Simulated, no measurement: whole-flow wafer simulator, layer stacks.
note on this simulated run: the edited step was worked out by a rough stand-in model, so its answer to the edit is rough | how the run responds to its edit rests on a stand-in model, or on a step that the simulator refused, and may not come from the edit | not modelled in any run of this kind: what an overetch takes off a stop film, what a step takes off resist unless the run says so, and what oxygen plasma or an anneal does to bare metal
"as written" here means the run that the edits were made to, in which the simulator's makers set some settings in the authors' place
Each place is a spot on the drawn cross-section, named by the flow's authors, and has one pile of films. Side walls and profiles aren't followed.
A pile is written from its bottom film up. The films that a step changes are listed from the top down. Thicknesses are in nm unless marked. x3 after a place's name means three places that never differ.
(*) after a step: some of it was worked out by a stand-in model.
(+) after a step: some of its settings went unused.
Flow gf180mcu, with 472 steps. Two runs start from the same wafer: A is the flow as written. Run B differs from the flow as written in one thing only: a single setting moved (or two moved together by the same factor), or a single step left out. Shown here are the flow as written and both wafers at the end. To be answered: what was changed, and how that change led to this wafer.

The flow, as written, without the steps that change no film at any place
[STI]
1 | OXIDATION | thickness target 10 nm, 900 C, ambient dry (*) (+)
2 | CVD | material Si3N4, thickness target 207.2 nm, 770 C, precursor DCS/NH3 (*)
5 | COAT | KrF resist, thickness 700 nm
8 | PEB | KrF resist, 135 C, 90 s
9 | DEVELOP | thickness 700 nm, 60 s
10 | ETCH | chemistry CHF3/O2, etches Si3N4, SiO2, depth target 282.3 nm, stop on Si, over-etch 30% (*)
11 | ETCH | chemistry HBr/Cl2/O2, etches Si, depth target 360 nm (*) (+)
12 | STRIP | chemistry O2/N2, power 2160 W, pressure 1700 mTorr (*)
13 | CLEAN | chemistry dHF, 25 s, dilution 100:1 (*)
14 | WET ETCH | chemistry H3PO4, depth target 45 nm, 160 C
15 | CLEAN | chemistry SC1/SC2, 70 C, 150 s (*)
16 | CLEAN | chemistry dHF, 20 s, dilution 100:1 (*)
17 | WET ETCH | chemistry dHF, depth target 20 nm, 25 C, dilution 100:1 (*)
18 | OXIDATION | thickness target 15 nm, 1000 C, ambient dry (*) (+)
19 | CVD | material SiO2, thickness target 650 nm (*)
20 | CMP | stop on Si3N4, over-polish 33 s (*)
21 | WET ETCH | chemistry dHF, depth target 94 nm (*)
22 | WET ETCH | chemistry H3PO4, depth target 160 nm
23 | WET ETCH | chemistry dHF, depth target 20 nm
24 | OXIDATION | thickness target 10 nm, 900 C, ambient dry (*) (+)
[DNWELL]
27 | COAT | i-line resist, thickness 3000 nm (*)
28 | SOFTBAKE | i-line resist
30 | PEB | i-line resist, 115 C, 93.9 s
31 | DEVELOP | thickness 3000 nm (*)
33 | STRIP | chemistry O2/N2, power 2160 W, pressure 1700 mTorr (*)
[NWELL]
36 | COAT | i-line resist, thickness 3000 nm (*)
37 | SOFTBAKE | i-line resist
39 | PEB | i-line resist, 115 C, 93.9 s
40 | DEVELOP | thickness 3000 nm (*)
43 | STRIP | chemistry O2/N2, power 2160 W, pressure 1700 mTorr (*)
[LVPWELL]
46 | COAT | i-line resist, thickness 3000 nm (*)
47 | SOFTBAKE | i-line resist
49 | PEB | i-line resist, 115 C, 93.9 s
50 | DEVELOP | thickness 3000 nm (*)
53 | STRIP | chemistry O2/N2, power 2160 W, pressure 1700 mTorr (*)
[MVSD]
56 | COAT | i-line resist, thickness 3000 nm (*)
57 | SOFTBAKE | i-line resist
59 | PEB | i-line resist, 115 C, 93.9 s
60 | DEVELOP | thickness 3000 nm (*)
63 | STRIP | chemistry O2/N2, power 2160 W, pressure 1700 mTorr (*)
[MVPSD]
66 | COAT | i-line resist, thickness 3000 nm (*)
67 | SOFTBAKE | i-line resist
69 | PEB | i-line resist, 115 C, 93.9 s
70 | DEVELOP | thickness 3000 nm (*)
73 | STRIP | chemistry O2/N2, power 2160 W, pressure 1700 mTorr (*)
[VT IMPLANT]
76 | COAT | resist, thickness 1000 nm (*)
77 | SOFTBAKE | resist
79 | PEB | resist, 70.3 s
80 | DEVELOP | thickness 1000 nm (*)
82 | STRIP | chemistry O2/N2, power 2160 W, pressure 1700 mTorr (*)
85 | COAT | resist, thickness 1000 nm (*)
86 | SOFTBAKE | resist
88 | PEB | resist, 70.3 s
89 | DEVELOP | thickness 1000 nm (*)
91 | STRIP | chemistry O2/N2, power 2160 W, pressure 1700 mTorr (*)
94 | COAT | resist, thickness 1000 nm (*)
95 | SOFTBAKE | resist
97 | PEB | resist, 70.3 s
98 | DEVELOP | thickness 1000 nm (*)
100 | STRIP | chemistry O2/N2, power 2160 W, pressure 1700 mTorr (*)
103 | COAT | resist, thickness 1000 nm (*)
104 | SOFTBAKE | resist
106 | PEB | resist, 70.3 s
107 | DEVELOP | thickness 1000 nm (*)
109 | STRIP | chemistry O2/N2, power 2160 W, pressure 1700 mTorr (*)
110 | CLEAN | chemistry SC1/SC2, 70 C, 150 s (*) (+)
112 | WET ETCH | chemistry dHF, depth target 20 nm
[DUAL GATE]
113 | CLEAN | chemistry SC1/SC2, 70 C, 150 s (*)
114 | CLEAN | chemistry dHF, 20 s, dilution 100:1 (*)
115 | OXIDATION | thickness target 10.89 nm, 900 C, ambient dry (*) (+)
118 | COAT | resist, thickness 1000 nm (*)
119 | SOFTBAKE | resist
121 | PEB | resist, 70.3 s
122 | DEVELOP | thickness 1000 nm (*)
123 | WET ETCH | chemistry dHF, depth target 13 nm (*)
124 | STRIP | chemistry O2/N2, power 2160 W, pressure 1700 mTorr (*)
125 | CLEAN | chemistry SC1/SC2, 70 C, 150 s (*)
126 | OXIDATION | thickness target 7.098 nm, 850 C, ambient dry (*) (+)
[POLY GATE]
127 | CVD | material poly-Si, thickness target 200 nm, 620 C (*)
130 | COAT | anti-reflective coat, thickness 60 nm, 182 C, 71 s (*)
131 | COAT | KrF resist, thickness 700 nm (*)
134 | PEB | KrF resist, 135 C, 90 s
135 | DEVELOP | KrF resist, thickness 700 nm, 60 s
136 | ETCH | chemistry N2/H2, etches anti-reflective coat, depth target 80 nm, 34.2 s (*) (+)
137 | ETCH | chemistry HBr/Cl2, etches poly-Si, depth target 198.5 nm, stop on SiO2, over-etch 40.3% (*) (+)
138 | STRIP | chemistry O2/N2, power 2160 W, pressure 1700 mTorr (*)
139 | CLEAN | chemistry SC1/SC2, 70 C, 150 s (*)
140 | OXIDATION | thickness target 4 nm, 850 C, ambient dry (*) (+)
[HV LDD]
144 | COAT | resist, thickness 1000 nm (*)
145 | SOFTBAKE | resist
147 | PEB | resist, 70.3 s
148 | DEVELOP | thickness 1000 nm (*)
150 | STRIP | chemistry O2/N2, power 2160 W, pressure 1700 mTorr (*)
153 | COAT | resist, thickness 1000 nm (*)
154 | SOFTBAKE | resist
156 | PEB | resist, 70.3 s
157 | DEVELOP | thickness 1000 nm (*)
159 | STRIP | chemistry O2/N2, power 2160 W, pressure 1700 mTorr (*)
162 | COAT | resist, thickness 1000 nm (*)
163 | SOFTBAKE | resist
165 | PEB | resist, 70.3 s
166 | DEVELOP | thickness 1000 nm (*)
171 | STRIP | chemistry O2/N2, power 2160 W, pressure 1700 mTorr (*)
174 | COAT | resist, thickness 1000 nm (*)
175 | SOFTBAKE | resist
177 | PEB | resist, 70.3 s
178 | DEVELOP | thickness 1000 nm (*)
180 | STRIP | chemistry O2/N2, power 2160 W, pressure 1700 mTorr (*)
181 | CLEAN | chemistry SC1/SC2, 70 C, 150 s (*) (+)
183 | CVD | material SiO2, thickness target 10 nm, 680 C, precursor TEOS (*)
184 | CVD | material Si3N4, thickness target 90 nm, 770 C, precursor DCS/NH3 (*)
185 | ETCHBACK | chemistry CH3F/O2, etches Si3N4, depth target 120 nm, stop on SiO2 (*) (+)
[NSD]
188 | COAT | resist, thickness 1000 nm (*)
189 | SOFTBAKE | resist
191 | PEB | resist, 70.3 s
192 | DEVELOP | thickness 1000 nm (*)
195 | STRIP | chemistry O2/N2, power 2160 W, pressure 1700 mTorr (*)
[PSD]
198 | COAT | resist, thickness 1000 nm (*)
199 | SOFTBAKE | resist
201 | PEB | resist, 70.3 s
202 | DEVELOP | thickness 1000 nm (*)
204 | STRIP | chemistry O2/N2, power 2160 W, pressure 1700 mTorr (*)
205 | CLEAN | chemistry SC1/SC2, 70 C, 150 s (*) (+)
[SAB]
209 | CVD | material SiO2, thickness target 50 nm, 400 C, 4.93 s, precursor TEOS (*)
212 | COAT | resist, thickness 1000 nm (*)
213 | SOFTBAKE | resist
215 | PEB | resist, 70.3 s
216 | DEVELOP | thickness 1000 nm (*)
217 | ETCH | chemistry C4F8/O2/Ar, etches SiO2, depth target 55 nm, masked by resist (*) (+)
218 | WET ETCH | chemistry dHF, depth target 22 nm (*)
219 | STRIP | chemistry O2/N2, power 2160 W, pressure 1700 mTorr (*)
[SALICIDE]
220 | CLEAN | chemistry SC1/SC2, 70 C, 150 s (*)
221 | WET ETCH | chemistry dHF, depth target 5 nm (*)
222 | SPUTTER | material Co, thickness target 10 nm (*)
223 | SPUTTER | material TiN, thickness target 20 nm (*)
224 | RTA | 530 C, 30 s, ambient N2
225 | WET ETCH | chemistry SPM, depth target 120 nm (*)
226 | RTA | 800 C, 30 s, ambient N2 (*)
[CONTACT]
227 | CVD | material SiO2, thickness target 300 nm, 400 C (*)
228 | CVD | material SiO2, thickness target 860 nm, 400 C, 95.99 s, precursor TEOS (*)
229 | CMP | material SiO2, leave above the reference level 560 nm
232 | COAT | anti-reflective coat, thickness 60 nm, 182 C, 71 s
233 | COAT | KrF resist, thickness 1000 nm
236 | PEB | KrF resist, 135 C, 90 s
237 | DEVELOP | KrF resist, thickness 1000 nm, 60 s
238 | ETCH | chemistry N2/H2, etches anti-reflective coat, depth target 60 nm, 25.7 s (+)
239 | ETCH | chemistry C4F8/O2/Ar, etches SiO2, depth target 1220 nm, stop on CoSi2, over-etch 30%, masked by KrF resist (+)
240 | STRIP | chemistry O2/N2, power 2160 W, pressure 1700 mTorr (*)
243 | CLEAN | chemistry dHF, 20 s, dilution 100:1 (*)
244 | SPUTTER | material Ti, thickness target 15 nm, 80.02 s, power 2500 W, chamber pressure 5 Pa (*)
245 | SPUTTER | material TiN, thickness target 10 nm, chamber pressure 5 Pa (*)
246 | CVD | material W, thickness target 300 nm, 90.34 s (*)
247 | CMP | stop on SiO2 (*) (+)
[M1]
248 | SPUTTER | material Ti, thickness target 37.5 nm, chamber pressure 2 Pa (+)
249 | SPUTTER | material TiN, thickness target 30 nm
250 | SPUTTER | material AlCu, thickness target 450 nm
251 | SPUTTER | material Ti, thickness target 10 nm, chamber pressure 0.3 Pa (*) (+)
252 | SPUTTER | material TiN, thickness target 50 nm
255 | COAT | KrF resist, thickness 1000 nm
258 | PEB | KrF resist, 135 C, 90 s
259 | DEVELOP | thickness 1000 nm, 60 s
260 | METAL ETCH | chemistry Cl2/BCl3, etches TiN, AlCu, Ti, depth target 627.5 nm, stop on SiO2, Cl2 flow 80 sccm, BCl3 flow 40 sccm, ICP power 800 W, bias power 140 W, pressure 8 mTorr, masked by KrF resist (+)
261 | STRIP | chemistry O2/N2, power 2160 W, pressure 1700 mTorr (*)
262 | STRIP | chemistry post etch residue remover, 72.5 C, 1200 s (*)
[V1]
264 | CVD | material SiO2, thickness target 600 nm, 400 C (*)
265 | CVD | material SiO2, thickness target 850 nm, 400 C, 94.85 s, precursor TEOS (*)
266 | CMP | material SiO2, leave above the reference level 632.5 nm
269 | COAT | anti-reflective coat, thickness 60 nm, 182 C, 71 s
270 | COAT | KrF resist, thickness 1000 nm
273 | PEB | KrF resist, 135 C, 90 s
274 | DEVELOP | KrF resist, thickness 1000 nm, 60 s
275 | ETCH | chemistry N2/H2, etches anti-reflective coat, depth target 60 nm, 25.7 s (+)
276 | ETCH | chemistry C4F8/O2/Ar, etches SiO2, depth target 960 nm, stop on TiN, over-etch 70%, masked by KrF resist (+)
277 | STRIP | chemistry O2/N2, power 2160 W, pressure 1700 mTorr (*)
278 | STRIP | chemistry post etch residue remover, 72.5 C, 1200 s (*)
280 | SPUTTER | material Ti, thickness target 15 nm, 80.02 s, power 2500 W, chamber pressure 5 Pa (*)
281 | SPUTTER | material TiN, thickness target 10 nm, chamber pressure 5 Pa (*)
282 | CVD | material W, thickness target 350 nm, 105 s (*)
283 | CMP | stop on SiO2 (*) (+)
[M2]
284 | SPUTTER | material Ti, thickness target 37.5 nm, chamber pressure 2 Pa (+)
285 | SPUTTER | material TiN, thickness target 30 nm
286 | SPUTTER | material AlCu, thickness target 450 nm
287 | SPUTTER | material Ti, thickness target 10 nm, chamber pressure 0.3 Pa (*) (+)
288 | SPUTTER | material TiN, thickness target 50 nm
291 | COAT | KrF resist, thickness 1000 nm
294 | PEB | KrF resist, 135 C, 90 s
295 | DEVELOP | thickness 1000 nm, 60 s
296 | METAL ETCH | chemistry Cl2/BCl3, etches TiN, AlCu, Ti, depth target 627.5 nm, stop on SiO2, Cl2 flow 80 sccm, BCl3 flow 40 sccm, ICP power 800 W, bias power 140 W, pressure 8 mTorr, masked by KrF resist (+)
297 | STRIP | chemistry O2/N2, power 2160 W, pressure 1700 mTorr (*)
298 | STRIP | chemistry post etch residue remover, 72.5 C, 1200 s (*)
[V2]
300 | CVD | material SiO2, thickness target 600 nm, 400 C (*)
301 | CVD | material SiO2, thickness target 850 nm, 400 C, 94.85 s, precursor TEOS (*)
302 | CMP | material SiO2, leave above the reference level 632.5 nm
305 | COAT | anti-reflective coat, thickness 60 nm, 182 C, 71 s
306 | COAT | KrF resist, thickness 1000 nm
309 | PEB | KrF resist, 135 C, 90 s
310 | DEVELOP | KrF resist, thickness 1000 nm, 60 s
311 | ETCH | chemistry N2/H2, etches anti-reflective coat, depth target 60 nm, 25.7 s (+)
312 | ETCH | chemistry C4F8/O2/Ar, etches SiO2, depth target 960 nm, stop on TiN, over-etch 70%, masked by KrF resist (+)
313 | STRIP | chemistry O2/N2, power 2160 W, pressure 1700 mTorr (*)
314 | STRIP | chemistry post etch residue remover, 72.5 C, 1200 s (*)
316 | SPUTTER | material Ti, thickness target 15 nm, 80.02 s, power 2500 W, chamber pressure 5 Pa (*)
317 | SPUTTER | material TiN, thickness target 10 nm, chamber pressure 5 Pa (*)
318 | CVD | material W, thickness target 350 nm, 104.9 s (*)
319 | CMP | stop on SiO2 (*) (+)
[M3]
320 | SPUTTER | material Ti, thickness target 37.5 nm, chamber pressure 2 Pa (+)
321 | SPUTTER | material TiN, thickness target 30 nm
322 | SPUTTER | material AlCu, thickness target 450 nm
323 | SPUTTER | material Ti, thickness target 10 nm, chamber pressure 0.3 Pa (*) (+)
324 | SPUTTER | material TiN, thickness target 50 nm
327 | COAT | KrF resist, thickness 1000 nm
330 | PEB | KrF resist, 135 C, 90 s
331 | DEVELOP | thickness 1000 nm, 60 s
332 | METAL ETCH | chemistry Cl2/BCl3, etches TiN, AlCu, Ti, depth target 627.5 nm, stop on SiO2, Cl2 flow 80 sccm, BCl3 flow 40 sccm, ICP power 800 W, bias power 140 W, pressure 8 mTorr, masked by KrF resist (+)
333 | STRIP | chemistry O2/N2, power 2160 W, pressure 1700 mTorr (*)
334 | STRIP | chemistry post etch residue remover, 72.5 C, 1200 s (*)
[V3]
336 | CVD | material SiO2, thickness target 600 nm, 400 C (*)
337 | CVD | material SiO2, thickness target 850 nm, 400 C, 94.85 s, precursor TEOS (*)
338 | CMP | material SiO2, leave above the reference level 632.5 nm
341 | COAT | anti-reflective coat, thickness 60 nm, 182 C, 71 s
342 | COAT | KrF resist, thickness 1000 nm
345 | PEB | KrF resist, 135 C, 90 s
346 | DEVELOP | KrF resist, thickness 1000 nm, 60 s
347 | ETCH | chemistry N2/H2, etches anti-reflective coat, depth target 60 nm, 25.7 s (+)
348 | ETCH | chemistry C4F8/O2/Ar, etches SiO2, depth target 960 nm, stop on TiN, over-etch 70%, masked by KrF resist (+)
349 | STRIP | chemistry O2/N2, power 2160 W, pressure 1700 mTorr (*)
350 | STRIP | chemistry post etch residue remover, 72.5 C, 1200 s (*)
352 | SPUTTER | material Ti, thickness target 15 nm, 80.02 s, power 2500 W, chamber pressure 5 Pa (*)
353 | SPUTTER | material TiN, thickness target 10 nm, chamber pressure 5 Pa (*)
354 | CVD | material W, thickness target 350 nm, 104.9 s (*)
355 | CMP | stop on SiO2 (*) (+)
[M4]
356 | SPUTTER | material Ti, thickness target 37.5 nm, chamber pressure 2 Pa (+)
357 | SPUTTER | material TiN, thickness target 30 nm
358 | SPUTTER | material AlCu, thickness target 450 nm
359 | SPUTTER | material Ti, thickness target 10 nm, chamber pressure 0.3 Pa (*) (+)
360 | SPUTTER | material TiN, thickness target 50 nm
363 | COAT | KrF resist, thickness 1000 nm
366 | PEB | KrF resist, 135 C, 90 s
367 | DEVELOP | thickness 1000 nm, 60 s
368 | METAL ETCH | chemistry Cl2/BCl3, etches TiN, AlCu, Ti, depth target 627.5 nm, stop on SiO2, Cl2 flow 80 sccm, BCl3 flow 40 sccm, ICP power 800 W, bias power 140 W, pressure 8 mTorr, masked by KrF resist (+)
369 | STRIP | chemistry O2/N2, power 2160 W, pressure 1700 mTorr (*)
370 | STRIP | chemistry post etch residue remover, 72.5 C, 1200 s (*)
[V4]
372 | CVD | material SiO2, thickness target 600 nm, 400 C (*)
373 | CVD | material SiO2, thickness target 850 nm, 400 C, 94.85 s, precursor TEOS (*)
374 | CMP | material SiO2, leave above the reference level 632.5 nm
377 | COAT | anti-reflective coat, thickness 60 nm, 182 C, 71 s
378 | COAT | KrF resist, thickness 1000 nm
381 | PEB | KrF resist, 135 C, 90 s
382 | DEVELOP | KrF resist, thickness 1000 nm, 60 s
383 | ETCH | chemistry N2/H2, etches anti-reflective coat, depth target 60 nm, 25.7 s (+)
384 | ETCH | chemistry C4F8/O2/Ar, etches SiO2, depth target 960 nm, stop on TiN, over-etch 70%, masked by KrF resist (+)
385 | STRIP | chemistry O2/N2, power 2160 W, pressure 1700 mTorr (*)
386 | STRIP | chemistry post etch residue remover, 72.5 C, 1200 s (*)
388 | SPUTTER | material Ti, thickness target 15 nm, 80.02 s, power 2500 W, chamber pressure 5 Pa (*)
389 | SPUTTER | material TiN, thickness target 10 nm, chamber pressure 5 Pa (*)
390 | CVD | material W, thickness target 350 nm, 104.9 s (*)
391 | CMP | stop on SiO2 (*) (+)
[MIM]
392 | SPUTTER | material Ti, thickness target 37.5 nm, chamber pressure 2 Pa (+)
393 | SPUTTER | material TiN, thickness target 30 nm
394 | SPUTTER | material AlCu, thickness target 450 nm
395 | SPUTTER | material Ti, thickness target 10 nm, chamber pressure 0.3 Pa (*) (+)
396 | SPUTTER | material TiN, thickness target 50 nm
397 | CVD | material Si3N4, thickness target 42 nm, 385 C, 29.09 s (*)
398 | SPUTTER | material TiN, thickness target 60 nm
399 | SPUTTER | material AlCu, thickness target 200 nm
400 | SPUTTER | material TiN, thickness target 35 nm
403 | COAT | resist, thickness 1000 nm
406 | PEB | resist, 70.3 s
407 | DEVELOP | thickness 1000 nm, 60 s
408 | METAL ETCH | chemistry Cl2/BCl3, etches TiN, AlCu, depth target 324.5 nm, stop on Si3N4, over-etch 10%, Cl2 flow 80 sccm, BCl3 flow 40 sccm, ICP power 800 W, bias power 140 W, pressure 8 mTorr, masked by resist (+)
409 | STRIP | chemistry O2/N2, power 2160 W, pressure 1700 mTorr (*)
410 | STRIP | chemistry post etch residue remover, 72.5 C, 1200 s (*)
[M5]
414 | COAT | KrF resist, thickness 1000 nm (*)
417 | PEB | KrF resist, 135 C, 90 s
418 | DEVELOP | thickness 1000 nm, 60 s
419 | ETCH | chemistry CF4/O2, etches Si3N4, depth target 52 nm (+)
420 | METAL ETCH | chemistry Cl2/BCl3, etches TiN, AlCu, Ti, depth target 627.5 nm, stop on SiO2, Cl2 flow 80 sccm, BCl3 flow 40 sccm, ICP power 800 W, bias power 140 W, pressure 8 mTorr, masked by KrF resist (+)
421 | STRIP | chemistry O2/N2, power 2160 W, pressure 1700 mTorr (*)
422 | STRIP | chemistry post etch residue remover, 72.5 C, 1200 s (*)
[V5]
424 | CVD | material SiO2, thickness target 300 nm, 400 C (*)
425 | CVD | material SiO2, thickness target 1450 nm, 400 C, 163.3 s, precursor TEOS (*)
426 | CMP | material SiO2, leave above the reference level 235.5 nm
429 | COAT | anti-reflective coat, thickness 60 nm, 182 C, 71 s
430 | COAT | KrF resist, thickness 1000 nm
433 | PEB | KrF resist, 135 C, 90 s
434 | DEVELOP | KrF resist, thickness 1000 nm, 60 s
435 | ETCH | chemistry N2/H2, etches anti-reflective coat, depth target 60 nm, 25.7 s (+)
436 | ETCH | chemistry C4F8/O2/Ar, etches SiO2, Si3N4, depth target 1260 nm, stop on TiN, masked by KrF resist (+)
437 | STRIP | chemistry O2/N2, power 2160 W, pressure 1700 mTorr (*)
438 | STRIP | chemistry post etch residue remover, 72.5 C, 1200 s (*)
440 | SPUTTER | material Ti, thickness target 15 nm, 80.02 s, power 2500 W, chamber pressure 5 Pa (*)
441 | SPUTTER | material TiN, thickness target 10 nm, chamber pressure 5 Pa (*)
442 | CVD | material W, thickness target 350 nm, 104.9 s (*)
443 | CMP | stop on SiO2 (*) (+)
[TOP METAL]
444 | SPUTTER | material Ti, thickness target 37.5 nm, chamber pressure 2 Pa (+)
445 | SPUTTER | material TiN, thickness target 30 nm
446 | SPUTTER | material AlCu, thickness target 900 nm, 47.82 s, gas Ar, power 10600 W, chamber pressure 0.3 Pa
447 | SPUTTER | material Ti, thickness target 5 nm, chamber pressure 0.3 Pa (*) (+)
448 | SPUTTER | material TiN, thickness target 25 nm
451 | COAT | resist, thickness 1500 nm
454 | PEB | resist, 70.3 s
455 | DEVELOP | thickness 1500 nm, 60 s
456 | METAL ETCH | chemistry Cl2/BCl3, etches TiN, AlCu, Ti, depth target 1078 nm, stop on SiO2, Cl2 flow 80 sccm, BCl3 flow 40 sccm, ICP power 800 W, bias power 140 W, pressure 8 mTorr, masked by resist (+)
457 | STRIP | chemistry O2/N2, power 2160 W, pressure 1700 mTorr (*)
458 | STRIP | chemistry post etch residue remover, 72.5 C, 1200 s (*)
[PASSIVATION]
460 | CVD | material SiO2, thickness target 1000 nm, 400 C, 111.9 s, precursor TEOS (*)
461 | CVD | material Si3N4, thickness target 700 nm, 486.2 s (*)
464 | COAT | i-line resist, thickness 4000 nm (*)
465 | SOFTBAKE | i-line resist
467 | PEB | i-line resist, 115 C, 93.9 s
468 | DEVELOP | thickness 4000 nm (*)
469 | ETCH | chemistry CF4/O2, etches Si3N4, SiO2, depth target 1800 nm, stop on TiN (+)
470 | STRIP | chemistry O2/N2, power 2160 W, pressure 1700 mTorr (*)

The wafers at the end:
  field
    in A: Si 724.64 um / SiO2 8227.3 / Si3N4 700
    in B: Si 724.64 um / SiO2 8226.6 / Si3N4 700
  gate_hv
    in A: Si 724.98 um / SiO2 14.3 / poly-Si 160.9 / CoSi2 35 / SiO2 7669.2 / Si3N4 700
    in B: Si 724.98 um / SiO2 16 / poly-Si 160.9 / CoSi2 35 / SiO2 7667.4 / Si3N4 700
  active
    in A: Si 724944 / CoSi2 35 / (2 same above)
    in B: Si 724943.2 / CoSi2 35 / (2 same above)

What caused this: step 115, OXIDATION: thickness target 12.79 nm was run, though the flow has thickness target 10.89 nm.

How this came from the change, step by step:
  115 | OXIDATION | thickness target 10.89 nm, 900 C, ambient dry (*) (+)
      active, n_well, p_well and 40 more: A +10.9 SiO2 (new film), -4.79 Si | B +12.8 SiO2 (new film), -5.63 Si
  123 | WET ETCH | chemistry dHF, depth target 13 nm (*)
      active, n_well, p_well and 12 more: A -10.9 SiO2 (all of it) | B -12.8 SiO2 (all of it)
  189 | SOFTBAKE | resist
      field__w9: A +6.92 resist | B -3.07 resist
  199 | SOFTBAKE | resist
      field__w9: A +6.92 resist | B -3.07 resist
  218 | WET ETCH | chemistry dHF, depth target 22 nm (*)
      ldn_tap, ldn_src, ldn_drn, ldp_tap, ldp_src, ldp_drn, ldp_gr: A -16 SiO2 (all of it) | B -17.6 SiO2 (all of it)
      ld_drn_n, ld_sd_p: A -14.8 SiO2 (all of it) | B -16.5 SiO2 (all of it)
      (and at 5 other places as well)
